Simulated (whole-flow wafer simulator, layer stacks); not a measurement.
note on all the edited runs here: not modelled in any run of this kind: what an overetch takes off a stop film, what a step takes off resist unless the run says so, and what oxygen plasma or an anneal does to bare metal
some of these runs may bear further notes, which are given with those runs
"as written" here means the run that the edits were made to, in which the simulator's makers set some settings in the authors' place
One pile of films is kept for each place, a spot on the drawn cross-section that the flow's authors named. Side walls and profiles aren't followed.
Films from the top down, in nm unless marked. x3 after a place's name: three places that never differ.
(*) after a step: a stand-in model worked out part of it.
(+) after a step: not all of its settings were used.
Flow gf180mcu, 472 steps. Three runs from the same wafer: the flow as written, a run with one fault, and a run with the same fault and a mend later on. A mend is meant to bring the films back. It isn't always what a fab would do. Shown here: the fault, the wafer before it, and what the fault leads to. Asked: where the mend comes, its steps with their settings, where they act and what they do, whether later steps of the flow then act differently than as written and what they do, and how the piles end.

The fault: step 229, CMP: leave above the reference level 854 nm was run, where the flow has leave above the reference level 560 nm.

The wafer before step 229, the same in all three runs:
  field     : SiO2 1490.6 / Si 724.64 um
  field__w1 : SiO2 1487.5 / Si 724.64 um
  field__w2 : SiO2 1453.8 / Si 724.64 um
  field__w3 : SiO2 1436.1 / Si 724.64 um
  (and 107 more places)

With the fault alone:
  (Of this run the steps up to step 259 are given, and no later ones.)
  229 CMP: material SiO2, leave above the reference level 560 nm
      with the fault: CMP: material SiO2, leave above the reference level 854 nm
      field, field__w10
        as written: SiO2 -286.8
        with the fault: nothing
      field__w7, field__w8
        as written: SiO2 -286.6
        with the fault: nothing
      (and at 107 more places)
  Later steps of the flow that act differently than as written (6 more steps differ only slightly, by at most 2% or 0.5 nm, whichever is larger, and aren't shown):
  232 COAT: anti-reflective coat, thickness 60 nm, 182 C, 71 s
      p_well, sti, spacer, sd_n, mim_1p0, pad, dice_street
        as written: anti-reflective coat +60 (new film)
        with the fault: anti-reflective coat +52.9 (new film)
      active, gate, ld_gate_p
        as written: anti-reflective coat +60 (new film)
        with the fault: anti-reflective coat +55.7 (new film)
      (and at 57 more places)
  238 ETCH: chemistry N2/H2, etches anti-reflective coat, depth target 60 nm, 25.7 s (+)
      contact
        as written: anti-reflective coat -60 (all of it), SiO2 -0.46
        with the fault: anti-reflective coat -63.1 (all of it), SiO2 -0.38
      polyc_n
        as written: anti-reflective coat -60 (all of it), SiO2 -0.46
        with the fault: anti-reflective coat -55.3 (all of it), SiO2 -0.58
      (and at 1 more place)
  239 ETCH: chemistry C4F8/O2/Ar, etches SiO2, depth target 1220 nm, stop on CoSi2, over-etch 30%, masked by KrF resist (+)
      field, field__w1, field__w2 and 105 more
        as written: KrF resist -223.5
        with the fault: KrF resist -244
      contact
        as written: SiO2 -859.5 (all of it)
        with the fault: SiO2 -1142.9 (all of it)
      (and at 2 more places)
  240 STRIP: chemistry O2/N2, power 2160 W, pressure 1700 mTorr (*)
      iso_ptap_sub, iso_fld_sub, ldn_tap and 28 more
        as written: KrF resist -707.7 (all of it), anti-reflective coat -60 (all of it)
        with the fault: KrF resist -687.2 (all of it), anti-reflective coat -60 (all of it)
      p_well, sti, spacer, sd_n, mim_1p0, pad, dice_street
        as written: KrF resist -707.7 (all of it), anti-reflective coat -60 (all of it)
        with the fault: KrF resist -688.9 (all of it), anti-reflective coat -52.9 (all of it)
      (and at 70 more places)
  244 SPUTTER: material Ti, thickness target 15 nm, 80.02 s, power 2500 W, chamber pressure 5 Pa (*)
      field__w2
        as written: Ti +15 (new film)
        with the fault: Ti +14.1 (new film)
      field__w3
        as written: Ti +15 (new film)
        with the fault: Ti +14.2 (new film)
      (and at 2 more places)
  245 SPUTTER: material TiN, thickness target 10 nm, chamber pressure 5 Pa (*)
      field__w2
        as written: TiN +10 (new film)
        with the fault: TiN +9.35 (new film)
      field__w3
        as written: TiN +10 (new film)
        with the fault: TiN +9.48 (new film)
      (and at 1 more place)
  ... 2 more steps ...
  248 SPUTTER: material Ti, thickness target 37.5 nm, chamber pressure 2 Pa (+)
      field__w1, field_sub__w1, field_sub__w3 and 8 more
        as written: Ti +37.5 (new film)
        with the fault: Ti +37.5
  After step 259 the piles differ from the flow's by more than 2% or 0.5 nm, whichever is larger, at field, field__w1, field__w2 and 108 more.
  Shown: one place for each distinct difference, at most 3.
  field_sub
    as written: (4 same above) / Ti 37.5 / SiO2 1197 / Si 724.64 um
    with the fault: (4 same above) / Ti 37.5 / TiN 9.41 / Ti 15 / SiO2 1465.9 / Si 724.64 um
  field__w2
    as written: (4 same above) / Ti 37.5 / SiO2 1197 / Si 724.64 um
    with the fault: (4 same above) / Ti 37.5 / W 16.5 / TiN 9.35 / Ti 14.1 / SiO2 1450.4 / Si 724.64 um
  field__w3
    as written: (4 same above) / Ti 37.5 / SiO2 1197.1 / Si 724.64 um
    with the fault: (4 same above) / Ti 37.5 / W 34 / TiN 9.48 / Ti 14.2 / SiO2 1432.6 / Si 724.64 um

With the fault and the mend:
  The mend comes after step 229.
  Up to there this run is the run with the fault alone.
  229a CMP: material SiO2, leave above the reference level 560 nm (the flow's step 229 once more)
      field__w5, field__w9, field__w13 and 76 more
        SiO2 -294
      field, field__w10
        SiO2 -286.8
      field__w7, field__w8
        SiO2 -286.6
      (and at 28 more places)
  No later step of the flow acts differently than as written at any place that is followed.
  At the end the piles are the same as the flow's at every place that both follow.
